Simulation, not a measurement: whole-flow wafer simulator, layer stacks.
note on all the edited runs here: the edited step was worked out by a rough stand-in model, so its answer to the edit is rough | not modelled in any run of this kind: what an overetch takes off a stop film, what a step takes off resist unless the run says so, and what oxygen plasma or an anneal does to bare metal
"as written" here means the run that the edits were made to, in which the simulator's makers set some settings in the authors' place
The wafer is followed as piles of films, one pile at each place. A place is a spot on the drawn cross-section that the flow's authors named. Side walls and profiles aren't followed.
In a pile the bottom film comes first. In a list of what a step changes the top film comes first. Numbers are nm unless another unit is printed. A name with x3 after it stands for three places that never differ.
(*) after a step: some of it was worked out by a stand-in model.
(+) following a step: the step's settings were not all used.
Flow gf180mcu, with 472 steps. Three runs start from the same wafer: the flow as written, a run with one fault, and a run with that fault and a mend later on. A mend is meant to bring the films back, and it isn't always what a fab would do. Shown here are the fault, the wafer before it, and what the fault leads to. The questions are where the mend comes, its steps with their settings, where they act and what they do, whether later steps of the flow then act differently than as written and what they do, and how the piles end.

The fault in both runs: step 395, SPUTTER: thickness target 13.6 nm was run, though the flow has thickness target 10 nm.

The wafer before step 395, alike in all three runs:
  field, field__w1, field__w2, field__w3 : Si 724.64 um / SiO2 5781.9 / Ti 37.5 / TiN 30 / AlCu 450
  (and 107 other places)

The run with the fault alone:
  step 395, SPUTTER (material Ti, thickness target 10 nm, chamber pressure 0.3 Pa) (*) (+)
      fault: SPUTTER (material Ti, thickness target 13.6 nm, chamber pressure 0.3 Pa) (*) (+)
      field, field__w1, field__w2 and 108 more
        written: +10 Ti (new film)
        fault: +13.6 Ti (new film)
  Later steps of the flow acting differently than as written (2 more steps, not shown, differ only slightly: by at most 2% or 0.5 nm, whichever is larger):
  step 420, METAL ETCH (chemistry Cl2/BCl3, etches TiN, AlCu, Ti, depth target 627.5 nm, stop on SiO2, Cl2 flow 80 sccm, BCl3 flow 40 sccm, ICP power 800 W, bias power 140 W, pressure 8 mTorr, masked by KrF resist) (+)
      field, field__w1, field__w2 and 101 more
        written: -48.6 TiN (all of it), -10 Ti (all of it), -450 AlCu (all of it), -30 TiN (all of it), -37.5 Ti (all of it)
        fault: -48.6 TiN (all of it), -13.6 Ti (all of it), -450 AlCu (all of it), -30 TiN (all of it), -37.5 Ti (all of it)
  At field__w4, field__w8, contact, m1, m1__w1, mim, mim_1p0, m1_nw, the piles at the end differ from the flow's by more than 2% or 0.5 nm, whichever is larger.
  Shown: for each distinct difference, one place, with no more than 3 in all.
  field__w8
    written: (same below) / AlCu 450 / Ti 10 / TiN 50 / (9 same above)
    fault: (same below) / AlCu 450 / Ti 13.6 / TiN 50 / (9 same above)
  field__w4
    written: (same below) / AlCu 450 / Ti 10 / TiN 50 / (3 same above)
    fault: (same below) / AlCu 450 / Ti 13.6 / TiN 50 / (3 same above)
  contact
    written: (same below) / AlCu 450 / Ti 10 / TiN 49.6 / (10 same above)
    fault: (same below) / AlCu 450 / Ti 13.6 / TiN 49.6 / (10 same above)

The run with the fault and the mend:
  After step 395 comes the mend.
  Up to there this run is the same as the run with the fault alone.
  step 395a, METAL ETCH (chemistry Cl2/BCl3, etches TiN, AlCu, Ti, depth target 3.6 nm, Cl2 flow 80 sccm, BCl3 flow 40 sccm, ICP power 800 W, bias power 140 W, pressure 8 mTorr) (a further turn of the flow's step 260, with different settings)
      field, field__w1, field__w2 and 108 more
        -3.6 Ti
  Every later step of the flow that is run acts as written at every place that is followed.
  At every place that both follow, the piles at the end match the flow's.
